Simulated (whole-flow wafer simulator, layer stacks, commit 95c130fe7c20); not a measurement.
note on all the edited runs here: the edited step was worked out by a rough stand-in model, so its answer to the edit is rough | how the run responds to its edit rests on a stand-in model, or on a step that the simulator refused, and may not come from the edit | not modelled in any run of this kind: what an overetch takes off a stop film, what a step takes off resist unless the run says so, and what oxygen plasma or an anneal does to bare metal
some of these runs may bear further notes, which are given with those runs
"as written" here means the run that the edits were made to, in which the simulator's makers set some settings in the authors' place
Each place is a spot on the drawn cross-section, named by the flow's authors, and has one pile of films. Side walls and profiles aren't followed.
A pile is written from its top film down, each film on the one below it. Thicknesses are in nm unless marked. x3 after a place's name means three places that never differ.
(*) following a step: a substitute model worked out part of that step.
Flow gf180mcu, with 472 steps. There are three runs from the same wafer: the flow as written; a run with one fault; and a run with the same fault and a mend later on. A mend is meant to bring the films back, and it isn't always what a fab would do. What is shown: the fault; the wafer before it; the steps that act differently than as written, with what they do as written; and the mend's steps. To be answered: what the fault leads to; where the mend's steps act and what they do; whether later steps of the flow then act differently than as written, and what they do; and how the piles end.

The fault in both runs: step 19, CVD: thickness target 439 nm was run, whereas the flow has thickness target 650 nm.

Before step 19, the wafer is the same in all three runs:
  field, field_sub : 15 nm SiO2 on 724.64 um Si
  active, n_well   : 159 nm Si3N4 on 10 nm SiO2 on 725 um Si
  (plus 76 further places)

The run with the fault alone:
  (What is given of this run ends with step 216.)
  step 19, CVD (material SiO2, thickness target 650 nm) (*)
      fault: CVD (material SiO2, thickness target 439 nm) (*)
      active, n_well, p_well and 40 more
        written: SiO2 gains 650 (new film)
        fault: SiO2 gains 439 (new film)
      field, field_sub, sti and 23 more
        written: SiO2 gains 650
        fault: SiO2 gains 439
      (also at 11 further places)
  Steps later in the flow that act otherwise than as written (8 more steps, not shown, differ only slightly: by at most 2% or 0.5 nm, whichever is larger):
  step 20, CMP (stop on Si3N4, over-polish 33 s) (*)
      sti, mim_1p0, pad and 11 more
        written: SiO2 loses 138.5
        fault: nothing
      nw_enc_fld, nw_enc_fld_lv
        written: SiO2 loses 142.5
        fault: nothing
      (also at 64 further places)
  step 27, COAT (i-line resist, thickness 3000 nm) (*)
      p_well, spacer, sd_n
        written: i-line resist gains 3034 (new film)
        fault: i-line resist gains 2969.1 (new film)
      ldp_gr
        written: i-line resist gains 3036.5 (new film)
        fault: i-line resist gains 2972.8 (new film)
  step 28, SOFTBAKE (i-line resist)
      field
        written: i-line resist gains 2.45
        fault: i-line resist loses 2.23
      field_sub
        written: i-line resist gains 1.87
        fault: i-line resist loses 1.55
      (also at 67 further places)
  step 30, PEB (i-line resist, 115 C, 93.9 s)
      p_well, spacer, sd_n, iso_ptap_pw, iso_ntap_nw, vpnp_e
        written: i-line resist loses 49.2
        fault: i-line resist loses 48.2
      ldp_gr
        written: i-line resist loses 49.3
        fault: i-line resist loses 48.3
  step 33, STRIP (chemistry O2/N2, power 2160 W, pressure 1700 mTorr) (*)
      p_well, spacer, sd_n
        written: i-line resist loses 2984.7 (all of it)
        fault: i-line resist loses 2920.9 (all of it)
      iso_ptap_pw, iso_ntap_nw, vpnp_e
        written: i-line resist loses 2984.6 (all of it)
        fault: i-line resist loses 2922 (all of it)
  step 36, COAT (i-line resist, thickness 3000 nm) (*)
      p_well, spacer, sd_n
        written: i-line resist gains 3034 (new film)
        fault: i-line resist gains 2969.1 (new film)
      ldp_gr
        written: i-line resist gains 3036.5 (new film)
        fault: i-line resist gains 2972.8 (new film)
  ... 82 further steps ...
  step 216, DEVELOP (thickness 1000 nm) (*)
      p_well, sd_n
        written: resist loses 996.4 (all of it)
        fault: resist loses 931.8 (all of it)
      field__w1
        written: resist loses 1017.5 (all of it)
        fault: resist loses 1049.9 (all of it)
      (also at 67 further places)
  After step 216, at field, field__w1, field__w2 and 52 more, the piles differ from the flow's by more than 2% or 0.5 nm, whichever is larger.
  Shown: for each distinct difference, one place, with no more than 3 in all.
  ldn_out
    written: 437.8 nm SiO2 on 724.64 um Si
    fault: 365.8 nm SiO2 on 724.64 um Si
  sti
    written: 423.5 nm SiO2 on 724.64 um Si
    fault: 351.5 nm SiO2 on 724.64 um Si
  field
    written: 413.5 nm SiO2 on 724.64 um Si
    fault: 351.5 nm SiO2 on 724.64 um Si

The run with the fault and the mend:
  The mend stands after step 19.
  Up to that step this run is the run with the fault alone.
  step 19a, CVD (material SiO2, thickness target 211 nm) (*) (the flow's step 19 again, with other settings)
      field, field_sub, active and 77 more
        SiO2 gains 211
  Later steps of the flow that are run all act as written at every place that is followed.
  At every place that both follow, the piles at the end match the flow's.
